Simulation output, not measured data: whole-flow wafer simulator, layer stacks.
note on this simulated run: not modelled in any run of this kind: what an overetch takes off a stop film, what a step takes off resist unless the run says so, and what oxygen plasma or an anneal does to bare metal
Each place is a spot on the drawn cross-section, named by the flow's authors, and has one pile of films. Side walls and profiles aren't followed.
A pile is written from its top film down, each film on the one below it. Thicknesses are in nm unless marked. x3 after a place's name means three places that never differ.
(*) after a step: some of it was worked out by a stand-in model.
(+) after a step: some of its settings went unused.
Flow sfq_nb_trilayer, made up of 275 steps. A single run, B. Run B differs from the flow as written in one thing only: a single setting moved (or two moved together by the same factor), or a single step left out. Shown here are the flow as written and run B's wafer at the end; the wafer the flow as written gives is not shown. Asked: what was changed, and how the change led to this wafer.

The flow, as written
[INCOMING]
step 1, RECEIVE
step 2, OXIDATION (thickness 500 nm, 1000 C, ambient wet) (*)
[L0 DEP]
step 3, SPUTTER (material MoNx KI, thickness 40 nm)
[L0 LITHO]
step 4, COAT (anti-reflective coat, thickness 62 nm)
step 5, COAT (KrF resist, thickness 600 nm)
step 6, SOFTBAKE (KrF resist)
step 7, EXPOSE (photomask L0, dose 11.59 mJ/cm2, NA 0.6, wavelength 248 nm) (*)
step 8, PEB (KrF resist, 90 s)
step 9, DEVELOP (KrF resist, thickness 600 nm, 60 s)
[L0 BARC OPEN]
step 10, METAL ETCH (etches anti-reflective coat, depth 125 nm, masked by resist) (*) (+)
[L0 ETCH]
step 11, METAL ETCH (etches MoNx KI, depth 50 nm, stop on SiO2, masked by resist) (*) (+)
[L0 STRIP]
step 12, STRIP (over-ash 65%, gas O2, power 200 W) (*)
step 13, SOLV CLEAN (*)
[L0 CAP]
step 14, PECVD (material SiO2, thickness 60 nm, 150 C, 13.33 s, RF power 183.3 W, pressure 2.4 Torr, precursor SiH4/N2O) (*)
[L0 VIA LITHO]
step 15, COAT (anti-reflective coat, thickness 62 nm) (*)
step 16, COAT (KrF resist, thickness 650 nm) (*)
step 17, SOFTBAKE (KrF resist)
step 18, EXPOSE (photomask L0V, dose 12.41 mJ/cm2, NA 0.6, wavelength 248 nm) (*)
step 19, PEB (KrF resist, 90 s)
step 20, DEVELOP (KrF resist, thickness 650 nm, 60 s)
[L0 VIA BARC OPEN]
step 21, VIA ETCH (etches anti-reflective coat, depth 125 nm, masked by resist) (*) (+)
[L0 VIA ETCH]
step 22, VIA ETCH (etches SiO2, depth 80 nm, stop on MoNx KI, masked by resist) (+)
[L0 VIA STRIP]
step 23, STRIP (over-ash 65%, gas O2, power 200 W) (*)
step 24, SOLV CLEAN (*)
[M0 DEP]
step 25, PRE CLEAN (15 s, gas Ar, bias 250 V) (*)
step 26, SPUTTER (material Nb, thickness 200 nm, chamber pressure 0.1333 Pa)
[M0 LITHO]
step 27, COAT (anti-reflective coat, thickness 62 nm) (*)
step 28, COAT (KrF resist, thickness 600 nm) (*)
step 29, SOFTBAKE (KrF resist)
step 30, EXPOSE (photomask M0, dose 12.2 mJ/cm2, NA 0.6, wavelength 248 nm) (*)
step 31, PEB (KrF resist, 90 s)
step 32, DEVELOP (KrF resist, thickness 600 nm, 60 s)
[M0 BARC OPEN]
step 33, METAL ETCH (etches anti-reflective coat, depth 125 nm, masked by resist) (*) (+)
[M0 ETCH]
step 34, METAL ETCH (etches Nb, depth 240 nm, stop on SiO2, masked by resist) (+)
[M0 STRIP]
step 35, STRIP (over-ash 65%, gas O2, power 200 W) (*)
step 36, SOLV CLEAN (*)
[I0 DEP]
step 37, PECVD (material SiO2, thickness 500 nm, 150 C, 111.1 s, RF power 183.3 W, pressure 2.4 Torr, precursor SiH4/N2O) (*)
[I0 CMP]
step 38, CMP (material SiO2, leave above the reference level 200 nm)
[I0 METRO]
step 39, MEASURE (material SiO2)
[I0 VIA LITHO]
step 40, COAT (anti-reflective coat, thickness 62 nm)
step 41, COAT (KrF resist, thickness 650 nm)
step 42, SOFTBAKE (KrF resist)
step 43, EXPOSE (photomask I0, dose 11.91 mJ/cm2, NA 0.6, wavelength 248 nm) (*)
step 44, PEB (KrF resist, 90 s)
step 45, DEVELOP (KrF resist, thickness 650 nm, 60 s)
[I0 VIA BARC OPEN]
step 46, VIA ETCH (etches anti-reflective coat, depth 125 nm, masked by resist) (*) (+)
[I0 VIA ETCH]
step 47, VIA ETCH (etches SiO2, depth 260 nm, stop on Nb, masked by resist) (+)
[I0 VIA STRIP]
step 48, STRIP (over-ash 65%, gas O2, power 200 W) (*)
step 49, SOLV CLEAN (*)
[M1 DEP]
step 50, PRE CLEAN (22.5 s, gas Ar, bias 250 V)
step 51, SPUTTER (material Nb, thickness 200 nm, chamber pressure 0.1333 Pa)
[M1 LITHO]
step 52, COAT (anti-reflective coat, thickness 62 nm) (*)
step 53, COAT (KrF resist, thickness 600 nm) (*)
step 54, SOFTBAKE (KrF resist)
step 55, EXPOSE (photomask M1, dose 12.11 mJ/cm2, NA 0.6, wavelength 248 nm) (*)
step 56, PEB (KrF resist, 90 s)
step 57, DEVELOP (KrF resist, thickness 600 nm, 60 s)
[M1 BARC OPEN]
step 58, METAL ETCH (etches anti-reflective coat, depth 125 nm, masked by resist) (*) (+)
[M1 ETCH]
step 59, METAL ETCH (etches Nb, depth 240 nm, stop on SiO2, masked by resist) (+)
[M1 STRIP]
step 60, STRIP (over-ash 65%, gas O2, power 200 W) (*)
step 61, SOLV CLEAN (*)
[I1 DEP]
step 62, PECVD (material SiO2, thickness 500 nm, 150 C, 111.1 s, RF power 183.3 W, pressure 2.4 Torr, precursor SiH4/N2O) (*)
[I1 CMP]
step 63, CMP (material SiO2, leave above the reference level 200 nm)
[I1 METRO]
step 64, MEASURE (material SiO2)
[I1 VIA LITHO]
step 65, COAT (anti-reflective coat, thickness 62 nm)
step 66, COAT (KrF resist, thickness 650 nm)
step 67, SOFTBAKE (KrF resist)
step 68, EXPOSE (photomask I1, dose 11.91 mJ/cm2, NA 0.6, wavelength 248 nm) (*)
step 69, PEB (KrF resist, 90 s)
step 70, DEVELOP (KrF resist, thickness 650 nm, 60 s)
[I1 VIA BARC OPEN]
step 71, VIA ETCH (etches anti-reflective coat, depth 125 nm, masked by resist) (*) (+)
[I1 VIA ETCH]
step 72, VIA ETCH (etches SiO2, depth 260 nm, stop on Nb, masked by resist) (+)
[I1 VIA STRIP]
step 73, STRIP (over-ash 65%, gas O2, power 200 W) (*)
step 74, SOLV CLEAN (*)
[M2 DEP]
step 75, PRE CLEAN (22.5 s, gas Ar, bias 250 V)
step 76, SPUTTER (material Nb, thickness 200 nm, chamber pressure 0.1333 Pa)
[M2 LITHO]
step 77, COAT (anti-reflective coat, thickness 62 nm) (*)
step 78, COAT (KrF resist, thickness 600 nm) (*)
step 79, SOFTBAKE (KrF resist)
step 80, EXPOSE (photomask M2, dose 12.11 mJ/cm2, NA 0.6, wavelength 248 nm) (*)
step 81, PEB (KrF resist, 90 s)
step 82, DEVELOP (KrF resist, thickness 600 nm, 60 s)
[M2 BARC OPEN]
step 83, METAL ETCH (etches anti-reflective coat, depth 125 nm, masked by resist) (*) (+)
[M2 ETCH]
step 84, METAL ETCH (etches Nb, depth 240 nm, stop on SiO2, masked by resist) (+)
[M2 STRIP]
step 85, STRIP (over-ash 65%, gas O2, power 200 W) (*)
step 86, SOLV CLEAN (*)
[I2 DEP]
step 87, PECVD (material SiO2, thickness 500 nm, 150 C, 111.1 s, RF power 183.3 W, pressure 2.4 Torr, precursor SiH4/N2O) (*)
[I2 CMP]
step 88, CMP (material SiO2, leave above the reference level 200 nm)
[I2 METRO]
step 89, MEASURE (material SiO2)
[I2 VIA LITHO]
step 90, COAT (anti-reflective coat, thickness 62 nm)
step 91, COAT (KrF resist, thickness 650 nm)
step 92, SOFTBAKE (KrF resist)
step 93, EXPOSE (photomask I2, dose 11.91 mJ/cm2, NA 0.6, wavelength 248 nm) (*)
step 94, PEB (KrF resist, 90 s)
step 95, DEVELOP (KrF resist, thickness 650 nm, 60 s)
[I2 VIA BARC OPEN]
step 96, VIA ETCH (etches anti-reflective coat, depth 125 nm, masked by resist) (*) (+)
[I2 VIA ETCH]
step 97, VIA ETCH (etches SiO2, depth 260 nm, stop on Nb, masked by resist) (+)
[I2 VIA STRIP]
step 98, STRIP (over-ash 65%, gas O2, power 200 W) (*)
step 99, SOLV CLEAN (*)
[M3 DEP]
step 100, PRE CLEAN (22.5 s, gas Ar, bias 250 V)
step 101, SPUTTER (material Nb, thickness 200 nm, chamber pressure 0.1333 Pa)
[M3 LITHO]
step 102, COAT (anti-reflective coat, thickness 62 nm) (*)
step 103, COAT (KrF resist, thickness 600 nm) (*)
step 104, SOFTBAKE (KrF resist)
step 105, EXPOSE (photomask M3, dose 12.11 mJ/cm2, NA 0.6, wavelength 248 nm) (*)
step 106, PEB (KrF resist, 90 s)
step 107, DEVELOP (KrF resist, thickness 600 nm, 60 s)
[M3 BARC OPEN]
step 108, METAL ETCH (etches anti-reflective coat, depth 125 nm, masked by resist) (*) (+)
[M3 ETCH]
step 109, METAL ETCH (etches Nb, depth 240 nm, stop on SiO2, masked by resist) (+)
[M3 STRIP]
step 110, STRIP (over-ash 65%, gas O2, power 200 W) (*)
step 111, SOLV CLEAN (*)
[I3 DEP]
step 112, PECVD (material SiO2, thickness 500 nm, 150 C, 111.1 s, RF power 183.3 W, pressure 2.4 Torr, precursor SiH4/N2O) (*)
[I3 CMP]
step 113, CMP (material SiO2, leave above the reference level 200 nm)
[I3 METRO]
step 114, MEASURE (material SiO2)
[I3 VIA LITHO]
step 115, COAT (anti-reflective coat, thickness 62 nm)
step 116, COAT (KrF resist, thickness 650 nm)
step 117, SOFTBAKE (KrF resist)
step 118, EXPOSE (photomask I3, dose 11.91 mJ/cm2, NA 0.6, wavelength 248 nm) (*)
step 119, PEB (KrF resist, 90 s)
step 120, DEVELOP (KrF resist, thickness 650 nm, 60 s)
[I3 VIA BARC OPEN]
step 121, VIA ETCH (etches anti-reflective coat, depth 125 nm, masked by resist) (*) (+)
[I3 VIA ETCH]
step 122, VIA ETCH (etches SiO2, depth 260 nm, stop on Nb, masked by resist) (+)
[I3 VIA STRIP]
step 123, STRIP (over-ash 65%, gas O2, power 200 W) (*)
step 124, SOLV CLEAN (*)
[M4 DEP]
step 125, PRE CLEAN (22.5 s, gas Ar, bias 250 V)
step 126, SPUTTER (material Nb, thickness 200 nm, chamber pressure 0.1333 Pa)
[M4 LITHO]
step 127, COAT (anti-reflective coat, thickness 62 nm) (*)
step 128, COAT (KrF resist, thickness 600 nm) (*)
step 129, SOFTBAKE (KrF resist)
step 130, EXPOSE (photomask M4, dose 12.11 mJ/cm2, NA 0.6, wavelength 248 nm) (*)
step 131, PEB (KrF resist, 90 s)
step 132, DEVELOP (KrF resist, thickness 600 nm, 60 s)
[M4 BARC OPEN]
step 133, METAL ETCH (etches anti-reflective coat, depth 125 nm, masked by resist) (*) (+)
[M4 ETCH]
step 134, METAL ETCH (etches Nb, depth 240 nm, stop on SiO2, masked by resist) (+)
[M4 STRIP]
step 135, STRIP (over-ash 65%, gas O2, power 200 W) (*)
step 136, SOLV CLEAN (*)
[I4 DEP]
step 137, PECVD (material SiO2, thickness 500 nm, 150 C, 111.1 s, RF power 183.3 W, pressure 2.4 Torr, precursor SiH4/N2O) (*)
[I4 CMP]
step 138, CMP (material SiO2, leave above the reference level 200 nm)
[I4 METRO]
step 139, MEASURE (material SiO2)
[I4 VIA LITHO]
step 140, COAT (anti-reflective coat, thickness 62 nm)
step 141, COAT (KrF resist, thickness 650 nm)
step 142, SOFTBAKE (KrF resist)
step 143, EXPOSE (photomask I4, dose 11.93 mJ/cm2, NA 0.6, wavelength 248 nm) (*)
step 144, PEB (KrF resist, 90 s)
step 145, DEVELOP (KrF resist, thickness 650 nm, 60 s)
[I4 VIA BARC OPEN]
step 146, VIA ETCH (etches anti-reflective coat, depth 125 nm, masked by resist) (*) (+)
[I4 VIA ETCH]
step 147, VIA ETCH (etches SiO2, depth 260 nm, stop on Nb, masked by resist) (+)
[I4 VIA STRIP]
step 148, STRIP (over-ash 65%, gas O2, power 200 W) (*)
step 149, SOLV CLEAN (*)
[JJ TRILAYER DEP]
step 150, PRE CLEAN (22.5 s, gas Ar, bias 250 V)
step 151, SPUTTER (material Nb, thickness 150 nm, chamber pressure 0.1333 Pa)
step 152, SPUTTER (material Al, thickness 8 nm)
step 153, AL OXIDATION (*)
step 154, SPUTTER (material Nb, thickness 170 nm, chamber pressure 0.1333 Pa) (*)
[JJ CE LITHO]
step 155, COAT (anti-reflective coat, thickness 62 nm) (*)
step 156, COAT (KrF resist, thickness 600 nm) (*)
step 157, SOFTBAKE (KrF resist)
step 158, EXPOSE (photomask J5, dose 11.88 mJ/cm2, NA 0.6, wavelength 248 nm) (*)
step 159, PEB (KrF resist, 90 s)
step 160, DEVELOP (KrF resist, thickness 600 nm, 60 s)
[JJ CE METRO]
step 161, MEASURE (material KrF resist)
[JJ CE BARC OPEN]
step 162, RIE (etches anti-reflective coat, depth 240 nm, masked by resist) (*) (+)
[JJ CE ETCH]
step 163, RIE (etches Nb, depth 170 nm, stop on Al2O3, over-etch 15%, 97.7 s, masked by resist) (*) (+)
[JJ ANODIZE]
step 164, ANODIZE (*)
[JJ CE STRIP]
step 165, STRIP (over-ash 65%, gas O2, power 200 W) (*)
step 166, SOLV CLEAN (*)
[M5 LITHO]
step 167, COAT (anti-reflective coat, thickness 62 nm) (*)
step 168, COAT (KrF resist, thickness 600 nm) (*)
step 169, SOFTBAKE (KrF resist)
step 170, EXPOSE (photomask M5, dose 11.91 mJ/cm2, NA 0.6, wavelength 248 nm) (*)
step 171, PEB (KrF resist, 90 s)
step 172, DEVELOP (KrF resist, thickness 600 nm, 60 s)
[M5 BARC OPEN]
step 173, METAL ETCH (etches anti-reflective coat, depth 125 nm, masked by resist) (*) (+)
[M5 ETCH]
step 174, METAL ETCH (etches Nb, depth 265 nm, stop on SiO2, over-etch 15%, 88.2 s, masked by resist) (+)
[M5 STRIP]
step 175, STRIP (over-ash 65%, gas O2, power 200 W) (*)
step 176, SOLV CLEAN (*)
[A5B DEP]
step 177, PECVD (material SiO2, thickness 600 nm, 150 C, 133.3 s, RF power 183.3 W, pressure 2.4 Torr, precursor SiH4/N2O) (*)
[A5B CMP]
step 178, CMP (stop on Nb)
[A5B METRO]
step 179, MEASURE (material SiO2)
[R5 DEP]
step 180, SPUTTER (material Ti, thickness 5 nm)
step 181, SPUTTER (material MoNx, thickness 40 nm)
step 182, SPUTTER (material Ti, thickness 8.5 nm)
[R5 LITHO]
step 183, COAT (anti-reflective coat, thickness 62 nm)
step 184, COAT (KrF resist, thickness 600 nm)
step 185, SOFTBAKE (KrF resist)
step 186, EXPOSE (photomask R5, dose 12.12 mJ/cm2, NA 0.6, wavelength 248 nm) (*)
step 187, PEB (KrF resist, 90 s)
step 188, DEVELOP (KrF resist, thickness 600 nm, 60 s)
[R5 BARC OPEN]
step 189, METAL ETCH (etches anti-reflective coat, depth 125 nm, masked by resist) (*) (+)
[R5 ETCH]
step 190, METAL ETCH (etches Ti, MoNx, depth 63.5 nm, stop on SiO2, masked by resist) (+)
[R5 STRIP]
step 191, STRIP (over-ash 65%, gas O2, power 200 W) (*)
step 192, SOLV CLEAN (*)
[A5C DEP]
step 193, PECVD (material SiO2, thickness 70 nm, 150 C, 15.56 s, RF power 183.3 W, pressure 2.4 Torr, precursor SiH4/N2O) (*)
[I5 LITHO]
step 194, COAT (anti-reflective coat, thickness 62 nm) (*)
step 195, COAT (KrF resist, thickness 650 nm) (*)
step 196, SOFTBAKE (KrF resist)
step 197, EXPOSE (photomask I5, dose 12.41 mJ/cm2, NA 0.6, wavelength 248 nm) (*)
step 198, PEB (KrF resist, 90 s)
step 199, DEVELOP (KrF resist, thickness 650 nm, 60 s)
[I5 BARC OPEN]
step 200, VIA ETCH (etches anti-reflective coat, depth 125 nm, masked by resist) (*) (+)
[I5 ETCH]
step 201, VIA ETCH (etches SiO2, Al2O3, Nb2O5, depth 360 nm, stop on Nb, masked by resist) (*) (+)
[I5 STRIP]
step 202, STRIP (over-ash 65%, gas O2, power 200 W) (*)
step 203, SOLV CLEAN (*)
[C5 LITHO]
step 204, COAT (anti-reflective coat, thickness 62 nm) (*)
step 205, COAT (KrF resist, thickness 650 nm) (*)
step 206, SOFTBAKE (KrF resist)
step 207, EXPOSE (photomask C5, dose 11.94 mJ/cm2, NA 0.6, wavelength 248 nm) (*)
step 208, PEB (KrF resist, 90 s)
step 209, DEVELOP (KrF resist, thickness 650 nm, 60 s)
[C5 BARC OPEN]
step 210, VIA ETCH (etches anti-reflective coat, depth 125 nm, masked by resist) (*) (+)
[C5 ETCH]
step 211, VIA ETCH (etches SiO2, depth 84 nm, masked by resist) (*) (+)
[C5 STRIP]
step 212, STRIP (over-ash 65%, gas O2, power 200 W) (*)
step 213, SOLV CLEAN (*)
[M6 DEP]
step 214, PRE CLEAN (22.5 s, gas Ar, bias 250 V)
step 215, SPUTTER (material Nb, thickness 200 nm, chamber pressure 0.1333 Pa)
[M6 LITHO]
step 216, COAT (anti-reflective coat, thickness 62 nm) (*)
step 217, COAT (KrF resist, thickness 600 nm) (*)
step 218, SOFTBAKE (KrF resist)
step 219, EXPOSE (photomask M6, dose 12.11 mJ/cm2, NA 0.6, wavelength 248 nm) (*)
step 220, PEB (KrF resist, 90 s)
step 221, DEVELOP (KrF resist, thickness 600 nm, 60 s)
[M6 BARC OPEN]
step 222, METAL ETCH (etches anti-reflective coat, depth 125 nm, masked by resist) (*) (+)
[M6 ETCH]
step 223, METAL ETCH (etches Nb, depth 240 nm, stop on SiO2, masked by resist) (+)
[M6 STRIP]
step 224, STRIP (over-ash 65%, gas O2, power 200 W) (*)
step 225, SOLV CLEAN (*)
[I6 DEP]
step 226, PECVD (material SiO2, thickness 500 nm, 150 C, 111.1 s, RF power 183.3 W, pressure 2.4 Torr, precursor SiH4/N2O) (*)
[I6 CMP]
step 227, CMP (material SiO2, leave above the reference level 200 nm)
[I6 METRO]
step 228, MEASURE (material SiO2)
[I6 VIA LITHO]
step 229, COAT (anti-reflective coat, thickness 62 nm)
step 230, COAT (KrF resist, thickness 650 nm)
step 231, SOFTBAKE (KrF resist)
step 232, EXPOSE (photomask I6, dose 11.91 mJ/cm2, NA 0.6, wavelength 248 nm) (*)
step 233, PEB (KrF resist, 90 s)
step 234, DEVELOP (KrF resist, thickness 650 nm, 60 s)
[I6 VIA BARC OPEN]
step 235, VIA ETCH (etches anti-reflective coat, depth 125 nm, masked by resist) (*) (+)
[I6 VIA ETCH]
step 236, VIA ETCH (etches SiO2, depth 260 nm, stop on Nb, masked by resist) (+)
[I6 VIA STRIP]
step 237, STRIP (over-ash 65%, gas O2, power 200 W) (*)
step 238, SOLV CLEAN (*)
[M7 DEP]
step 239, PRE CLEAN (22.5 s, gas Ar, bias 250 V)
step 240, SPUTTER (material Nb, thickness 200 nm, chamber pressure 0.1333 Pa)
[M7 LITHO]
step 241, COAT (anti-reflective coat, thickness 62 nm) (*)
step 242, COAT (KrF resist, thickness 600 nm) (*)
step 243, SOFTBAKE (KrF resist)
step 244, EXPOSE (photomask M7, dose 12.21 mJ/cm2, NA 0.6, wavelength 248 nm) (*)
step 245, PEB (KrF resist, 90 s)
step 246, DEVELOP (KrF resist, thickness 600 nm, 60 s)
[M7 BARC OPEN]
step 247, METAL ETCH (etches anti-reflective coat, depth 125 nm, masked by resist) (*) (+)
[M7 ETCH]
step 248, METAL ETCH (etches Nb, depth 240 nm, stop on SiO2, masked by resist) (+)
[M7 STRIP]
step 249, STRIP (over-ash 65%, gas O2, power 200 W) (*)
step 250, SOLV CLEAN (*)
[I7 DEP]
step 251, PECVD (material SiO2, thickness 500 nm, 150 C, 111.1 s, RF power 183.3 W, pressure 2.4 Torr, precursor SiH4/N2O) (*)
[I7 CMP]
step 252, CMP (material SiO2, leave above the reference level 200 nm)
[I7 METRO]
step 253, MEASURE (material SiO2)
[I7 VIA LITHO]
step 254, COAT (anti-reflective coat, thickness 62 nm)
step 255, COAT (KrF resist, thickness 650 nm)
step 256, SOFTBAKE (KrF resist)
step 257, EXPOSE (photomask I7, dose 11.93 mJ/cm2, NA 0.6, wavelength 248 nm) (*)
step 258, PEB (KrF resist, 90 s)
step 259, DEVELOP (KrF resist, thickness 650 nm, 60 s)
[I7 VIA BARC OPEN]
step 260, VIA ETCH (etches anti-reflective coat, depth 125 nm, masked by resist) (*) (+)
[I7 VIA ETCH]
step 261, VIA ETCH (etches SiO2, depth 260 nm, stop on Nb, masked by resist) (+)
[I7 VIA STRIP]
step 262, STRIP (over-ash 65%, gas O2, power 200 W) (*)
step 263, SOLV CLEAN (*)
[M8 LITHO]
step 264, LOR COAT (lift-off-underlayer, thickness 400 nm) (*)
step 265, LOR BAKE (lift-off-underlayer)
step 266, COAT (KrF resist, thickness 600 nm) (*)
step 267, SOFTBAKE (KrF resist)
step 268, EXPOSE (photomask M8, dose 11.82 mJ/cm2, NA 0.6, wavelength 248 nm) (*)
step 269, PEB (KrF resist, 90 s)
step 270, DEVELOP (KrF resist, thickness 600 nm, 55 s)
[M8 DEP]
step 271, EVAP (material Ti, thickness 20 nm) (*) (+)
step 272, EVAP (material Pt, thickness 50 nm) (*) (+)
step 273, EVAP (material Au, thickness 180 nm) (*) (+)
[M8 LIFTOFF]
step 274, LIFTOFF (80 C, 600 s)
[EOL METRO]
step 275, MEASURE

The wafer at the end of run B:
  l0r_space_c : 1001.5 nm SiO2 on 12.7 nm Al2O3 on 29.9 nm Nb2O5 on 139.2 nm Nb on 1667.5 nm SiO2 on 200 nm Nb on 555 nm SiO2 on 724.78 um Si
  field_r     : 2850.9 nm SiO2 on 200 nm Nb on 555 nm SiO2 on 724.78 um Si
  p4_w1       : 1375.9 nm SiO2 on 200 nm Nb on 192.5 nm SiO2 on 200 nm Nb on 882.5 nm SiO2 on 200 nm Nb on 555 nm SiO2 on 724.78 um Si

The reason: step 76, SPUTTER: thickness 105 nm was run, whereas the flow has thickness 200 nm.

Step by step, how the change led to this:
  step 76, SPUTTER (material Nb, thickness 200 nm, chamber pressure 0.1333 Pa)
      field_l, v_sur, via_wl and 102 more: Nb gains 105 (new film) (in the flow as written it would be: Nb gains 200 (new film))
      via_v: Nb gains 92.5 (in the flow as written it would be: Nb gains 174.5)
  step 77, COAT (anti-reflective coat, thickness 62 nm) (*)
      via_v: anti-reflective coat gains 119 (new film) (in the flow as written it would be: anti-reflective coat gains 123.1 (new film))
  step 84, METAL ETCH (etches Nb, depth 240 nm, stop on SiO2, masked by resist) (+)
      field_l, be, be_sur and 81 more: Nb loses 105 (all of it) (in the flow as written it would be: Nb loses 200 (all of it))
      v_sur, via_wl, via_w and 19 more: KrF resist loses 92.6 (in the flow as written it would be: KrF resist loses 141.2)
  step 85, STRIP (over-ash 65%, gas O2, power 200 W) (*)
      wl_j_sl, wl_jj, wl_j_sr and 12 more: KrF resist loses 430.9 (all of it), anti-reflective coat loses 62 (all of it) (in the flow as written it would be: KrF resist loses 382.4 (all of it), anti-reflective coat loses 62 (all of it))
      v_sur: KrF resist loses 428.7 (all of it), anti-reflective coat loses 61.4 (all of it) (in the flow as written it would be: KrF resist loses 380 (all of it), anti-reflective coat loses 61.4 (all of it))
      (as well as at 6 more places)
  step 87, PECVD (material SiO2, thickness 500 nm, 150 C, 111.1 s, RF power 183.3 W, pressure 2.4 Torr, precursor SiH4/N2O) (*)
      via_v: SiO2 gains 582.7 (new film) (in the flow as written it would be: SiO2 gains 606 (new film))
  step 88, CMP (material SiO2, leave above the reference level 200 nm)
      field_l, be, be_sur and 81 more: SiO2 loses 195 (in the flow as written it would be: SiO2 loses 100)
      via_v: SiO2 loses 171.2 (in the flow as written it would be: SiO2 loses 181.6)
